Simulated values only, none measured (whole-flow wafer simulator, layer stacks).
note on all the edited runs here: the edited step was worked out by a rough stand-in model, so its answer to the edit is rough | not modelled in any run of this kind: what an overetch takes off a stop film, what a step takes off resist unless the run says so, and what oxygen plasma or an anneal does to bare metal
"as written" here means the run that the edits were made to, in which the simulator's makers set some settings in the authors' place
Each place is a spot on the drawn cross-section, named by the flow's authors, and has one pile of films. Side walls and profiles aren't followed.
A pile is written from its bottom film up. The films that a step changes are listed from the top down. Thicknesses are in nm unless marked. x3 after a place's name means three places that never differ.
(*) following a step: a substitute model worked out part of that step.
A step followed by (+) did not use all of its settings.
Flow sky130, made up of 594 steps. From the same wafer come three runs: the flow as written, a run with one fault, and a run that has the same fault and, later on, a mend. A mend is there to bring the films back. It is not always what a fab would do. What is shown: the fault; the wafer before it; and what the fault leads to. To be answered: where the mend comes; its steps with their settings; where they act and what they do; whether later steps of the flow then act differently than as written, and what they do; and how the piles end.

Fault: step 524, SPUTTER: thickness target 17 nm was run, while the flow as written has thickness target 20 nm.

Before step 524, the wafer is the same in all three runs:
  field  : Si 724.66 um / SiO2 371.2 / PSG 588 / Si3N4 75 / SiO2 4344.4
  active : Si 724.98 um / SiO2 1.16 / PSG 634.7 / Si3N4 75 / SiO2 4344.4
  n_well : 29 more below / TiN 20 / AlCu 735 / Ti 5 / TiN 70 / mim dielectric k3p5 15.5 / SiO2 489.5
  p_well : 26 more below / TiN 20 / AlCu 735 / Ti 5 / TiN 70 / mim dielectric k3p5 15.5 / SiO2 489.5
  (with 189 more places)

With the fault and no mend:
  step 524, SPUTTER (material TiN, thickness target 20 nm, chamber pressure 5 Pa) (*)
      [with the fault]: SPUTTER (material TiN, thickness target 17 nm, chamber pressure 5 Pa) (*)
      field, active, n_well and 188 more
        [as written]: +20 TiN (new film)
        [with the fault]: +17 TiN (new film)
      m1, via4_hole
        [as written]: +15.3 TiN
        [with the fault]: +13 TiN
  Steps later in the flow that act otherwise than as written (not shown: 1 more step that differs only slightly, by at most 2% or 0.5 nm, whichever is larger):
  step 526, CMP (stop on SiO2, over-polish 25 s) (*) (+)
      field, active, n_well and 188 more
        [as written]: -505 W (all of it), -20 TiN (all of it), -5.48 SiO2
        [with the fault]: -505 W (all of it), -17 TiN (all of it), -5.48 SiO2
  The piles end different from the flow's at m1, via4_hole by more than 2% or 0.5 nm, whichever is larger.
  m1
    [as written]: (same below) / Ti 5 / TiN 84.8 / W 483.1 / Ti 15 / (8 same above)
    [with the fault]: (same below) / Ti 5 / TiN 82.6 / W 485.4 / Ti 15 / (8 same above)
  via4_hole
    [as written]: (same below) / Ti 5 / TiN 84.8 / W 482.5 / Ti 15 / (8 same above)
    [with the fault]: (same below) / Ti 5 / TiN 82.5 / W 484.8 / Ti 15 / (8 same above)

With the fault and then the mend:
  After step 524 comes the mend.
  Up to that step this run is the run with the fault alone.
  step 524a, SPUTTER (material TiN, thickness target 3 nm, chamber pressure 5 Pa) (*) (the flow's step 524, run once more with other settings)
      field, active, n_well and 188 more
        +3 TiN
      m1
        +2.29 TiN
      via4_hole
        +2.28 TiN
  Every later step of the flow that is run acts as written at every place that is followed.
  The piles end the same as the flow's at every place that both follow.
